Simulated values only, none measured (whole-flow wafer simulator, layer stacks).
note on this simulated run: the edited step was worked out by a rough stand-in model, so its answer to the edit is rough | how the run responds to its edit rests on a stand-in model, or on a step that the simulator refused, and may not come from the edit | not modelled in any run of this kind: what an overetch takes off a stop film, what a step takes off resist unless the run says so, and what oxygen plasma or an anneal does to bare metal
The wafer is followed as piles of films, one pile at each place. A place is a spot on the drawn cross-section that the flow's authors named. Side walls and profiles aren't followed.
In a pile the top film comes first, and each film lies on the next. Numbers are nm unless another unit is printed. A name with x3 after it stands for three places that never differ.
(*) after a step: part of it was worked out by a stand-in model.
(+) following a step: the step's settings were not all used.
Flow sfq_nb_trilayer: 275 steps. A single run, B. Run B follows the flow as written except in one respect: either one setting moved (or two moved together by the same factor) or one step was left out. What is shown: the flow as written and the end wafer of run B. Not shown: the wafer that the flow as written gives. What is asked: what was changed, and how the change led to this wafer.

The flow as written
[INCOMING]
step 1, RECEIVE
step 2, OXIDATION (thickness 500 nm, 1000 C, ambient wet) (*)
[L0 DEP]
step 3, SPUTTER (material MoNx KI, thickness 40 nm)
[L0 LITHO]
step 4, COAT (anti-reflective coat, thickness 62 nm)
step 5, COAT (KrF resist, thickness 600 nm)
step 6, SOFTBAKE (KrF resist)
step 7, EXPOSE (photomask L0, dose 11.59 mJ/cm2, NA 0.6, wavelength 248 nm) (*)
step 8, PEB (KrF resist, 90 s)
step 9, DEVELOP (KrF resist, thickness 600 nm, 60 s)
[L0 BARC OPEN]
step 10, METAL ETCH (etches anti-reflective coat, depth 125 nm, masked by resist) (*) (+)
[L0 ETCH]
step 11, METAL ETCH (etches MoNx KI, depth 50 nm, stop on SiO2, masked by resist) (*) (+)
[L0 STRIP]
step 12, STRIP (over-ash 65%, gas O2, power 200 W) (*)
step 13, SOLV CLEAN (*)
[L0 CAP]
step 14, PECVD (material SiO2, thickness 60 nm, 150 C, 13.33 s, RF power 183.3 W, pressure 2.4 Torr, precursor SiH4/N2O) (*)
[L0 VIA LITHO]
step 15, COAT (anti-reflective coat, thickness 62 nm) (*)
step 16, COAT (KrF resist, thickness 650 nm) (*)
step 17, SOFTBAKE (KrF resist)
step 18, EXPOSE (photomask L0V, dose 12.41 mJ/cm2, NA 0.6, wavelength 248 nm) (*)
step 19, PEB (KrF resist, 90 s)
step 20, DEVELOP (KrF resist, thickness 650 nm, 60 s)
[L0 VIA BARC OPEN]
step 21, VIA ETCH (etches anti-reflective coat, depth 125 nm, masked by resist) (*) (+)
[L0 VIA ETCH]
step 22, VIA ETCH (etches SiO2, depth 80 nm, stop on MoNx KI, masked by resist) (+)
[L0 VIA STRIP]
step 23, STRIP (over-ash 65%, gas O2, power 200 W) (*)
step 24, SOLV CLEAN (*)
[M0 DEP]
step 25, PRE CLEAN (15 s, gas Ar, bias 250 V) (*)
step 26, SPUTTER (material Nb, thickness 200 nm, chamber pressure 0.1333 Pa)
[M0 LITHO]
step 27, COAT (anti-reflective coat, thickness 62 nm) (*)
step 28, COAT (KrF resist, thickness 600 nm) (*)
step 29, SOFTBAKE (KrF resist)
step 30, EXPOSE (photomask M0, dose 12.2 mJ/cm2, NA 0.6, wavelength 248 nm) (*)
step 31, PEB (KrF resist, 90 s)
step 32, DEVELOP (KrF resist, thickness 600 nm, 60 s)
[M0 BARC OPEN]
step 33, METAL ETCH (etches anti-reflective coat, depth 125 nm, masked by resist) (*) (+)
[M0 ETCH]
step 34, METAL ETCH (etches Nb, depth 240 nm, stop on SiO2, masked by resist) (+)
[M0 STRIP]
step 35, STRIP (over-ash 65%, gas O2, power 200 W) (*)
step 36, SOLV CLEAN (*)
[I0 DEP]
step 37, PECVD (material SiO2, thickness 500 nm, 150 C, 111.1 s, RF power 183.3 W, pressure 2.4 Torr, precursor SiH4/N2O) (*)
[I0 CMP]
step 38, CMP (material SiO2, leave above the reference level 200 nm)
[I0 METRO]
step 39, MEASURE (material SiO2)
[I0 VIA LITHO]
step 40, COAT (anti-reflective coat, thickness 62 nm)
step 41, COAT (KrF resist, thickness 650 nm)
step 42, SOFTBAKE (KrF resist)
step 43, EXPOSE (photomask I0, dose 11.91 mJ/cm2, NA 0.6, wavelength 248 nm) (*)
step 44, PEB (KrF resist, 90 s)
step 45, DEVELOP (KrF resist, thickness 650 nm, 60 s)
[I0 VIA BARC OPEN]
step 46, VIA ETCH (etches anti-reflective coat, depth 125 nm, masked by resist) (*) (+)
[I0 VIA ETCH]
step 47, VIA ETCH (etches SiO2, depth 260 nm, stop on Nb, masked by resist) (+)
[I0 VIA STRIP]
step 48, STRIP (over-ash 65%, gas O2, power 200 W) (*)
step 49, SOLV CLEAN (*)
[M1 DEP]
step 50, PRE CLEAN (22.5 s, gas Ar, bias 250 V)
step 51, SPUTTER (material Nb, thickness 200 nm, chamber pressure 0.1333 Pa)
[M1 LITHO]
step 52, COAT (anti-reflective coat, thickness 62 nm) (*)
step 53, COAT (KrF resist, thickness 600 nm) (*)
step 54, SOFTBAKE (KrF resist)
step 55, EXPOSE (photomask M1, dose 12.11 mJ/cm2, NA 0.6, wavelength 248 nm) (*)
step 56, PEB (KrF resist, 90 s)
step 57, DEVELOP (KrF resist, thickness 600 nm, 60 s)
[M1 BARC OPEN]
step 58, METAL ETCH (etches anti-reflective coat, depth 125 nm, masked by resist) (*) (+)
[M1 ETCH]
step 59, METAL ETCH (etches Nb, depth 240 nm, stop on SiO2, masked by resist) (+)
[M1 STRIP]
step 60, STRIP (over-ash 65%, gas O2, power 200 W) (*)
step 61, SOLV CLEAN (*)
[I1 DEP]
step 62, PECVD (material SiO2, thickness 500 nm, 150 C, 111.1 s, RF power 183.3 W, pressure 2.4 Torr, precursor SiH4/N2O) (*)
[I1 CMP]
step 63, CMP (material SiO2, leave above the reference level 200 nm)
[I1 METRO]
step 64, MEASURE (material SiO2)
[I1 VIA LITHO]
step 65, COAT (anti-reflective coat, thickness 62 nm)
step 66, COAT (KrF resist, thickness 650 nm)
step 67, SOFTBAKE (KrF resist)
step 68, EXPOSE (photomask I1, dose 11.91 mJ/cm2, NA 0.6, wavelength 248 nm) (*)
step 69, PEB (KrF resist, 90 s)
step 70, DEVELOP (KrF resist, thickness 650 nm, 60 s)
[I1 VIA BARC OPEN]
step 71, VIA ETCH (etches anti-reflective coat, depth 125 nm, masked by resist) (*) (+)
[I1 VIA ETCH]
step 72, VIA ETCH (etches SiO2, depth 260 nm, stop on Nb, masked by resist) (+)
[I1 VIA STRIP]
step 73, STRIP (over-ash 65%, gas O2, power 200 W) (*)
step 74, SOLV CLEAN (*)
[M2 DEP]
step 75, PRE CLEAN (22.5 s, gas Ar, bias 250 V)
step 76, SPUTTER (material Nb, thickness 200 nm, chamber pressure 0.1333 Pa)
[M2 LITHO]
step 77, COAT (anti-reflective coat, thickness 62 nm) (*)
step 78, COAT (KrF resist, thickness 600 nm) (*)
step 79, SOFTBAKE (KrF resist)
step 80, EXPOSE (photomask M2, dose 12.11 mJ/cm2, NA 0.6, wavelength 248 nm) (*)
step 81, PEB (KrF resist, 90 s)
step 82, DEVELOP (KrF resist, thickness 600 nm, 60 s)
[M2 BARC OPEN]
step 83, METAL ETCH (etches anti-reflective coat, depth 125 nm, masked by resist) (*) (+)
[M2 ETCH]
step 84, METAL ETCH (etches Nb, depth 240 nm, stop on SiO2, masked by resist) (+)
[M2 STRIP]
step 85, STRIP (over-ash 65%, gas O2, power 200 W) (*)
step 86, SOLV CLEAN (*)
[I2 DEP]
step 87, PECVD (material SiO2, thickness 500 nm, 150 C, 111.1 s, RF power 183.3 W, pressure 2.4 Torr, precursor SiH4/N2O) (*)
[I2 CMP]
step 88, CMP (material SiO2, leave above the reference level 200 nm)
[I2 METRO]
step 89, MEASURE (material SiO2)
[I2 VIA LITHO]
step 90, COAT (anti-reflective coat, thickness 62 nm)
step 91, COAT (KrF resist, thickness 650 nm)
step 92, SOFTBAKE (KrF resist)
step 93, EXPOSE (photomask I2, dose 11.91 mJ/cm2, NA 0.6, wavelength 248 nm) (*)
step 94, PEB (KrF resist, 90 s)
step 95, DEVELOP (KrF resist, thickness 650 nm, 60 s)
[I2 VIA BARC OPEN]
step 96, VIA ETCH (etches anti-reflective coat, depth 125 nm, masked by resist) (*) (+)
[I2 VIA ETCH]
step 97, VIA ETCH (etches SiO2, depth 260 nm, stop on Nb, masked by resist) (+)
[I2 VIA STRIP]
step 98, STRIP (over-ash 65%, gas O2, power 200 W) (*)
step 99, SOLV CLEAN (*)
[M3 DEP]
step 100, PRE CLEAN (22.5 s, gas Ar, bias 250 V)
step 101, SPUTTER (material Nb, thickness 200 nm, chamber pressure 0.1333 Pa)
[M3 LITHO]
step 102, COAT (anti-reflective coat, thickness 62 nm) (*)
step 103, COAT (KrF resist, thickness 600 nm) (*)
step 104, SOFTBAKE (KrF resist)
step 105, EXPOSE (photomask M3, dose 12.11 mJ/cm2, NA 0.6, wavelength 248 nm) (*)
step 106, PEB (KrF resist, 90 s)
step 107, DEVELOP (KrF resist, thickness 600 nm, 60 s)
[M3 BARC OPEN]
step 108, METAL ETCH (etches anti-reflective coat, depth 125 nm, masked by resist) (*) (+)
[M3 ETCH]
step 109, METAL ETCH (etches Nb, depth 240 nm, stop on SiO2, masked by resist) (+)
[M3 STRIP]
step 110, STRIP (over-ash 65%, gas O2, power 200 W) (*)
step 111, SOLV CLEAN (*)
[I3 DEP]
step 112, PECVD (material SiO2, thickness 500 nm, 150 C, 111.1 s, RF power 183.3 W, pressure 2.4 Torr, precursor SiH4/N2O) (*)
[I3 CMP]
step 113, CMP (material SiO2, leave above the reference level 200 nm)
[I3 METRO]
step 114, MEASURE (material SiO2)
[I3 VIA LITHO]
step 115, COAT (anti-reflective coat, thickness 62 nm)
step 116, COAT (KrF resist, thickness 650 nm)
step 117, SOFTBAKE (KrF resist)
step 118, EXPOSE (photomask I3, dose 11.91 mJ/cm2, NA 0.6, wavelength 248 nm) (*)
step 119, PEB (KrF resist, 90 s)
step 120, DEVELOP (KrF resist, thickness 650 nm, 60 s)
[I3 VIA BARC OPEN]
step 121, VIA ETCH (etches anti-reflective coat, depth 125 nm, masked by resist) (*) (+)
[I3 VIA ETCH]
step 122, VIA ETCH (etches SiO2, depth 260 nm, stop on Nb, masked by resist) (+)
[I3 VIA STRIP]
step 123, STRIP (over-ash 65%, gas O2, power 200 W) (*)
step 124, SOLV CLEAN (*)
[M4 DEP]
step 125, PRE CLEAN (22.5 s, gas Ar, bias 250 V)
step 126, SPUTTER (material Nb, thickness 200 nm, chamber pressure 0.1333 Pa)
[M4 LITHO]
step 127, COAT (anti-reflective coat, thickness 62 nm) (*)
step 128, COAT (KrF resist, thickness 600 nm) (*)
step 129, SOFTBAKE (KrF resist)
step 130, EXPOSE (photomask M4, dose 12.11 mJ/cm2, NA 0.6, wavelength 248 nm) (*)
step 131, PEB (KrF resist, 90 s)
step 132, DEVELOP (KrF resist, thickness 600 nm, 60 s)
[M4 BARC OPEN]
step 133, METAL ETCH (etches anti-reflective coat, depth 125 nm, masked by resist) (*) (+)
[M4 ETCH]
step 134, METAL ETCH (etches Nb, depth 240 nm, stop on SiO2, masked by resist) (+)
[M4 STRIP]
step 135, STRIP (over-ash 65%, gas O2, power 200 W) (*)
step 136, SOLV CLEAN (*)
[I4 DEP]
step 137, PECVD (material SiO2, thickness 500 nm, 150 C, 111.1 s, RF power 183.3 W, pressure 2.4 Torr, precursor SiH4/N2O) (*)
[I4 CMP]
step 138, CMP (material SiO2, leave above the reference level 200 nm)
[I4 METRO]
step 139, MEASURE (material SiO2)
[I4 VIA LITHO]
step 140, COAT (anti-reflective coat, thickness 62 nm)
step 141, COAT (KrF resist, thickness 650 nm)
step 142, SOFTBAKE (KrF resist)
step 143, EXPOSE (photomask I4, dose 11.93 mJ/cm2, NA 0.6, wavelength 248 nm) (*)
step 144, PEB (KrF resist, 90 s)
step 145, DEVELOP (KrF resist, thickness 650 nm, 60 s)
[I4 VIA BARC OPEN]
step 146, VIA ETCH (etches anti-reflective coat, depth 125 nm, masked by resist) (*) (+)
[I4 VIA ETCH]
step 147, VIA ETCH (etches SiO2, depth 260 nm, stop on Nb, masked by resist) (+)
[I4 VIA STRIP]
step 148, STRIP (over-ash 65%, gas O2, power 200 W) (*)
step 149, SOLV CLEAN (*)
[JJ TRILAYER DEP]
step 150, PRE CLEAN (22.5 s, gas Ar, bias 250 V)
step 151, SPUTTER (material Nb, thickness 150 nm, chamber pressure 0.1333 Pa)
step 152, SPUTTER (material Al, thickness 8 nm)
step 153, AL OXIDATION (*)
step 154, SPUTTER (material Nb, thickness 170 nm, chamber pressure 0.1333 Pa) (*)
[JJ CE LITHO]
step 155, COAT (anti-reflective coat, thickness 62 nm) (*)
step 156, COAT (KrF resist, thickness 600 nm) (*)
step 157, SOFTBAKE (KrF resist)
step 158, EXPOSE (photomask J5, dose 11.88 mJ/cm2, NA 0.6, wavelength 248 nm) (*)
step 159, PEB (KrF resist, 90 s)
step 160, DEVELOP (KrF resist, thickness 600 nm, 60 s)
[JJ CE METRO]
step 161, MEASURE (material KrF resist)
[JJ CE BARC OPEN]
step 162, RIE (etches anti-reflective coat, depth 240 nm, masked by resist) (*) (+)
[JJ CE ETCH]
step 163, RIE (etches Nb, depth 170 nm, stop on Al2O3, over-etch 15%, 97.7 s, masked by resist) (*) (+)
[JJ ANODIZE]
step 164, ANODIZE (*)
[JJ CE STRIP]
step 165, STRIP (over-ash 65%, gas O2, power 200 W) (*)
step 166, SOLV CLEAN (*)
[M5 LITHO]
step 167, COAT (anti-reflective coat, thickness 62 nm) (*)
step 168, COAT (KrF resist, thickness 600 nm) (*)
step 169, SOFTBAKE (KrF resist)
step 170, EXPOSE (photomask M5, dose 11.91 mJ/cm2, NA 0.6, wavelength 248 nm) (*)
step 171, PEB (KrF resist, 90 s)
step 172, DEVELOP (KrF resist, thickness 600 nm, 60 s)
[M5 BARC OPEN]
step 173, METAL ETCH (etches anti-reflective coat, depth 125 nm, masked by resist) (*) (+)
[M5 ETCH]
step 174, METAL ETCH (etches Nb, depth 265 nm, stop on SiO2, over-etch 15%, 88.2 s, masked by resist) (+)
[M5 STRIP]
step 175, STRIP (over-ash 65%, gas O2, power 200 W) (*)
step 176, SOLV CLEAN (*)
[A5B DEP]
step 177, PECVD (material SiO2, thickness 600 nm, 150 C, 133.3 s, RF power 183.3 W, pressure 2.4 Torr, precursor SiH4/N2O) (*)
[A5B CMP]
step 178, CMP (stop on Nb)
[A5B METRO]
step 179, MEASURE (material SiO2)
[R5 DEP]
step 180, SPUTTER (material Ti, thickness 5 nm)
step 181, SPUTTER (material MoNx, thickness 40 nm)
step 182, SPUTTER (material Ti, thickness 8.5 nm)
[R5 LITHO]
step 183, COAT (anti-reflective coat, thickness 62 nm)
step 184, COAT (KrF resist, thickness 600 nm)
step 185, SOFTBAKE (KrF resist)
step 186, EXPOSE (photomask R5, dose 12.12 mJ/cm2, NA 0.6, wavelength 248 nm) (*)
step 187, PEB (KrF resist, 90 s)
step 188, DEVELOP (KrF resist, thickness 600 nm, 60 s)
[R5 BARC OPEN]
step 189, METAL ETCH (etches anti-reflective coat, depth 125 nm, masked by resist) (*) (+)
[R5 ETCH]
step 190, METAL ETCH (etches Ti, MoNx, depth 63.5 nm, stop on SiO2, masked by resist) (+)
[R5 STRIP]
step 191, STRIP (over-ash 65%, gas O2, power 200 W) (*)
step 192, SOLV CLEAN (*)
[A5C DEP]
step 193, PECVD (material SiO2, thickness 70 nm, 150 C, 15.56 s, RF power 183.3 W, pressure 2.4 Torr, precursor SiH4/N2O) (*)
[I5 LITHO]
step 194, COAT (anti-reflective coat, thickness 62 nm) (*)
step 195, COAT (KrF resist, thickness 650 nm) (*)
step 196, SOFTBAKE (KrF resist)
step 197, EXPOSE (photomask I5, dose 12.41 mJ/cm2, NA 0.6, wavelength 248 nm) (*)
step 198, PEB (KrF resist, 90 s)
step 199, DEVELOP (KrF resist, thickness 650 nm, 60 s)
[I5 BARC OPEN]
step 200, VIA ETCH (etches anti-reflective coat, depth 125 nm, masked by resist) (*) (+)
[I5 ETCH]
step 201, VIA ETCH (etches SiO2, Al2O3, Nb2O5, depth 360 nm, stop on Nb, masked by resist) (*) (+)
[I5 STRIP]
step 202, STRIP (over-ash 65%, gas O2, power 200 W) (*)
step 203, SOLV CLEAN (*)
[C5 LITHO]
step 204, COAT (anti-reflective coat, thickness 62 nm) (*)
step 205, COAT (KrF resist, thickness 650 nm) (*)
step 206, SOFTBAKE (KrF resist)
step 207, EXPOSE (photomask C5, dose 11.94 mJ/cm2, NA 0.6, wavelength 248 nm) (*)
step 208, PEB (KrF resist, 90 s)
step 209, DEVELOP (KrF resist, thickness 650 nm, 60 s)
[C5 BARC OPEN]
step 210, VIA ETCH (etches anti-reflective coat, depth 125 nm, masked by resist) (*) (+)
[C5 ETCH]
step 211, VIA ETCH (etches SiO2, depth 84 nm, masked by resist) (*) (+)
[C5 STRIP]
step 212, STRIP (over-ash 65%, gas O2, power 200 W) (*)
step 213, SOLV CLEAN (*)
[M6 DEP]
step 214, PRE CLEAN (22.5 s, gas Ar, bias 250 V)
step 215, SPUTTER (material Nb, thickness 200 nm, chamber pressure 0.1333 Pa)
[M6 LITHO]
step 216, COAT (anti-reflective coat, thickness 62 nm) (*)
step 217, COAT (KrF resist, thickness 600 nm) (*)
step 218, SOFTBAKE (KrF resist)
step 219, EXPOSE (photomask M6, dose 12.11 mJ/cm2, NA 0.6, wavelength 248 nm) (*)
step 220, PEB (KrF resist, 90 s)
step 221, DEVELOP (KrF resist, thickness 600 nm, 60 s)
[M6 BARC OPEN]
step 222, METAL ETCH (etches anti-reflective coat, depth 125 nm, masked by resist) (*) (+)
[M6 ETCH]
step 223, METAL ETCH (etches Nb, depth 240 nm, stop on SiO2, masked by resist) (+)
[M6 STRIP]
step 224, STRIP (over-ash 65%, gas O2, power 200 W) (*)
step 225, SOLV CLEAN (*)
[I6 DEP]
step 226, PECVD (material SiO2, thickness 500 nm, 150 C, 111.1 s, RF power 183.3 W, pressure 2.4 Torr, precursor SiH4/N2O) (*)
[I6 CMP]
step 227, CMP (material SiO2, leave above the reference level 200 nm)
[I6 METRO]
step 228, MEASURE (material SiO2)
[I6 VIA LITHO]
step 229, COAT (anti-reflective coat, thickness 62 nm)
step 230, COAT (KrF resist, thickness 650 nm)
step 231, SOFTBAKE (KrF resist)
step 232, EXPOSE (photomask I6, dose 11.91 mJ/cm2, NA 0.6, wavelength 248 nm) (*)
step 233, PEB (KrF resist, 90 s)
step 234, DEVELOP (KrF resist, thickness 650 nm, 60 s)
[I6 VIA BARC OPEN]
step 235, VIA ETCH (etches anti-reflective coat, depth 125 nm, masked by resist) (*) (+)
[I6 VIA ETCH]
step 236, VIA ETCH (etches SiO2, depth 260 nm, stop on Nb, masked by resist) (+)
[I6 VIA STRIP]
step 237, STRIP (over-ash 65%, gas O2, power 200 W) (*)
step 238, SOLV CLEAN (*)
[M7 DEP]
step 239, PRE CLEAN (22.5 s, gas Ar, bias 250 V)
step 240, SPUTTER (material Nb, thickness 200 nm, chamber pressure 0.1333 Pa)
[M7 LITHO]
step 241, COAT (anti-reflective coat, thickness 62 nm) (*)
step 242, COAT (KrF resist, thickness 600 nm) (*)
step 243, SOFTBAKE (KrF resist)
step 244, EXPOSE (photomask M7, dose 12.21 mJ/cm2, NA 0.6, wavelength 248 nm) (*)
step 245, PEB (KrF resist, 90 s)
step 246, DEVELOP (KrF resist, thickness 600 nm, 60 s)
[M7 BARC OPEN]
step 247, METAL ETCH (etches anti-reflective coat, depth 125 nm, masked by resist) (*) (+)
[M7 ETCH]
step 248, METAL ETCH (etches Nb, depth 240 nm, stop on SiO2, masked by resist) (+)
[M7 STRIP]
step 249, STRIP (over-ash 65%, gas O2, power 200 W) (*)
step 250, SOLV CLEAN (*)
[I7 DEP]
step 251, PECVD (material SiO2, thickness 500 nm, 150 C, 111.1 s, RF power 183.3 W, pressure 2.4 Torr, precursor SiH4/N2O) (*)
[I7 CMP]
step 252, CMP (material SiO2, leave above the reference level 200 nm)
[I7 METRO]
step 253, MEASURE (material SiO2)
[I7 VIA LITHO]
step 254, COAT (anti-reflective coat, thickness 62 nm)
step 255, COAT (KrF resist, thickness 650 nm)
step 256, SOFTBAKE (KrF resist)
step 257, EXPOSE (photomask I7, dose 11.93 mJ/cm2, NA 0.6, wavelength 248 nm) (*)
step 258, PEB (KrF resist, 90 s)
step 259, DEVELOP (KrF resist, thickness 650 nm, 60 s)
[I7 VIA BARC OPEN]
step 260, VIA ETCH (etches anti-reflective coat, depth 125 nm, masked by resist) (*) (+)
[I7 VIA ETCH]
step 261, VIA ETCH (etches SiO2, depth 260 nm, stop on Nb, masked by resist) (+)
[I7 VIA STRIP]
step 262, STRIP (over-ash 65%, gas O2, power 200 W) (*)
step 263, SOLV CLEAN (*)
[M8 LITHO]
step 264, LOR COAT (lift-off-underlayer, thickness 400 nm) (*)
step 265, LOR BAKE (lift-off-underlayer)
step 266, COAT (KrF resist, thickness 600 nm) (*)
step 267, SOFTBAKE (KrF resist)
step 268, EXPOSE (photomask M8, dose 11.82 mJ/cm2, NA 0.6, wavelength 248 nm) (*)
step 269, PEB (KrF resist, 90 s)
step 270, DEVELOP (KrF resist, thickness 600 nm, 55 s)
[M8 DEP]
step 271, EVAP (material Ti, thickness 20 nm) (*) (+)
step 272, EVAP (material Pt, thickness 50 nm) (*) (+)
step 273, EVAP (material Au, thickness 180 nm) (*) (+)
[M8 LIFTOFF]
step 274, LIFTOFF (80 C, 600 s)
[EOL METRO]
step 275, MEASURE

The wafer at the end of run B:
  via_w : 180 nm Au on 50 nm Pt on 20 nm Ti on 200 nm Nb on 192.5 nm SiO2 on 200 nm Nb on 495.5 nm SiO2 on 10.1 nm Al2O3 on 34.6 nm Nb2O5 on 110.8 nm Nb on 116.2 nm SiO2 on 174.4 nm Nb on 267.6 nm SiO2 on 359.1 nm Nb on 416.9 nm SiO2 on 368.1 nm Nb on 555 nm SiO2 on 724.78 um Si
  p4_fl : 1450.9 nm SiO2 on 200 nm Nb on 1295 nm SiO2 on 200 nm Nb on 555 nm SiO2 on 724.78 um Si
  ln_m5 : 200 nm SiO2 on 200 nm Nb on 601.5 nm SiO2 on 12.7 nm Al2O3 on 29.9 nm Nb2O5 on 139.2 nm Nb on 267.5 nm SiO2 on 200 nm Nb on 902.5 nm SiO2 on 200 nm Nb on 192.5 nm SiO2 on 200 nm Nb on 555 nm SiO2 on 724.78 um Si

Cause: step 112, PECVD: thickness 325 nm was run, though the flow has thickness 500 nm; step 112, PECVD: 72.22 s was run, where the flow has 111.1 s.

How this came from the change, step by step:
  step 112, PECVD (material SiO2, thickness 500 nm, 150 C, 111.1 s, RF power 183.3 W, pressure 2.4 Torr, precursor SiH4/N2O) (*)
      field_l, be, be_sur and 64 more: +325 SiO2 (in the flow as written it would be: +500 SiO2)
      v_sur, via_wl, via_wr and 27 more: +325 SiO2 (new film) (in the flow as written it would be: +500 SiO2 (new film))
      (as well as at 9 more places)
  step 113, CMP (material SiO2, leave above the reference level 200 nm)
      field_l, be, be_sur and 64 more: nothing (in the flow as written it would be: -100 SiO2)
      p4_g1, p4_g2, p3_s0, p3_s1, p3_s2, p3_s3, p3_s4, p3_s5: nothing (in the flow as written it would be: -157.1 SiO2)
      (as well as at 31 more places)
  step 115, COAT (anti-reflective coat, thickness 62 nm)
      m0r_line_l, m0r_line_r, m6r_line_l, m6r_line_r, m7r_line_l, m7r_line_r: +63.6 anti-reflective coat (new film) (in the flow as written it would be: +62 anti-reflective coat (new film))
      wire, p3_l1, p3_l2, p3_l3, p3_l4: +50.7 anti-reflective coat (new film) (in the flow as written it would be: +62 anti-reflective coat (new film))
      (as well as at 75 more places)
  step 116, COAT (KrF resist, thickness 650 nm)
      m0r_line_l, m6r_line_l, m7r_line_l: +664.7 KrF resist (new film) (in the flow as written it would be: +650 KrF resist (new film))
      m0r_line_r, m6r_line_r, m7r_line_r: +664.6 KrF resist (new film) (in the flow as written it would be: +650 KrF resist (new film))
      (as well as at 36 more places)
  step 120, DEVELOP (KrF resist, thickness 650 nm, 60 s)
      via_v: -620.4 KrF resist (all of it) (in the flow as written it would be: -648.6 KrF resist (all of it))
  step 121, VIA ETCH (etches anti-reflective coat, depth 125 nm, masked by resist) (*) (+)
      field_l, v_sur, via_wl and 102 more: -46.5 KrF resist (in the flow as written it would be: -51.7 KrF resist)
      via_v: -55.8 anti-reflective coat (all of it), -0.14 SiO2 (in the flow as written it would be: -62 anti-reflective coat (all of it), -0.16 SiO2)
  step 123, STRIP (over-ash 65%, gas O2, power 200 W) (*)
      m0r_line_l, m6r_line_l, m7r_line_l: -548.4 KrF resist (all of it), -63.6 anti-reflective coat (all of it) (in the flow as written it would be: -528.6 KrF resist (all of it), -62 anti-reflective coat (all of it))
      m0r_space_l, m6r_space_l, m7r_space_l: -542.1 KrF resist (all of it), -72.8 anti-reflective coat (all of it) (in the flow as written it would be: -528.6 KrF resist (all of it), -62 anti-reflective coat (all of it))
      (as well as at 82 more places)
  step 126, SPUTTER (material Nb, thickness 200 nm, chamber pressure 0.1333 Pa)
      via_w: +174.4 Nb (new film) (in the flow as written it would be: +200 Nb (new film))
  step 127, COAT (anti-reflective coat, thickness 62 nm) (*)
      m0r_line_l, m0r_line_r, m6r_line_l, m6r_line_r, m7r_line_l, m7r_line_r, m8r_gap_c: +63.6 anti-reflective coat (new film) (in the flow as written it would be: +62 anti-reflective coat (new film))
      m0r_space_l, m0r_space_r, m6r_space_l, m6r_space_r, m7r_space_l, m7r_space_r: +70.6 anti-reflective coat (new film) (in the flow as written it would be: +62 anti-reflective coat (new film))
      (as well as at 71 more places)
  step 128, COAT (KrF resist, thickness 600 nm) (*)
      m0r_line_l, m0r_line_r, m6r_line_l, m6r_line_r, m7r_line_l, m7r_line_r: +612.9 KrF resist (new film) (in the flow as written it would be: +600 KrF resist (new film))
      p4_g1, r5r_space_c: +614.6 KrF resist (new film) (in the flow as written it would be: +600 KrF resist (new film))
      (as well as at 45 more places)
  step 132, DEVELOP (KrF resist, thickness 600 nm, 60 s)
      m0r_line_l, m0r_line_r, m6r_line_l, m6r_line_r, m7r_line_l, m7r_line_r: -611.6 KrF resist (all of it) (in the flow as written it would be: -598.7 KrF resist (all of it))
      p3_s4, r5r_line_r: -614.3 KrF resist (all of it) (in the flow as written it would be: -598.7 KrF resist (all of it))
      (as well as at 20 more places)
  step 133, METAL ETCH (etches anti-reflective coat, depth 125 nm, masked by resist) (*) (+)
      v_sur, via_wl, via_w and 36 more: -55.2 KrF resist (in the flow as written it would be: -51.7 KrF resist)
      m0r_line_l, m0r_line_r, m6r_line_l, m6r_line_r, m7r_line_l, m7r_line_r, m8r_gap_c: -63.6 anti-reflective coat (all of it) (in the flow as written it would be: -62 anti-reflective coat (all of it))
      (as well as at 41 more places)
  step 135, STRIP (over-ash 65%, gas O2, power 200 W) (*)
      wl_a_sl, wl_b_sr: -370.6 KrF resist (all of it), -60 anti-reflective coat (all of it) (in the flow as written it would be: -382.4 KrF resist (all of it), -62 anti-reflective coat (all of it))
      v_sur: -338.6 KrF resist (all of it), -48 anti-reflective coat (all of it) (in the flow as written it would be: -379.9 KrF resist (all of it), -61.4 anti-reflective coat (all of it))
      (as well as at 33 more places)
  step 137, PECVD (material SiO2, thickness 500 nm, 150 C, 111.1 s, RF power 183.3 W, pressure 2.4 Torr, precursor SiH4/N2O) (*)
      p3_s0, p3_s1, p3_s2, p3_s3, p3_s4, p3_s5: +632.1 SiO2 (in the flow as written it would be: +557.1 SiO2)
      via_w: +540.9 SiO2 (new film) (in the flow as written it would be: +500 SiO2 (new film))
  step 138, CMP (material SiO2, leave above the reference level 200 nm)
      field_l, be, be_sur and 55 more: -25 SiO2 (in the flow as written it would be: -100 SiO2)
      ln_m5, lsp_m, ln_m6, p4_fl, p4_fm, p4_g1, p4_g2, p4_fr: -225 SiO2 (in the flow as written it would be: -300 SiO2)
      (as well as at 4 more places)
  step 147, VIA ETCH (etches SiO2, depth 260 nm, stop on Nb, masked by resist) (+)
      via_w: -260 SiO2 (in the flow as written it would be: -199.8 SiO2 (all of it))
  ... 14 other steps ...
  step 178, CMP (stop on Nb)
      via_w: -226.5 SiO2 (in the flow as written it would be: -235.2 SiO2)
With metal films that touch counted as one body, via_w has 6 bodies (between them, from the top down: SiO2 192.5; SiO2 495.5 / Al2O3 10.1 / Nb2O5 34.6; SiO2 116.2; SiO2 267.6; SiO2 416.9); the flow as written gives 5 bodies (between them, from the top down: SiO2 192.5; SiO2 427.3 / Al2O3 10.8 / Nb2O5 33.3; SiO2 425.9; SiO2 416.9).
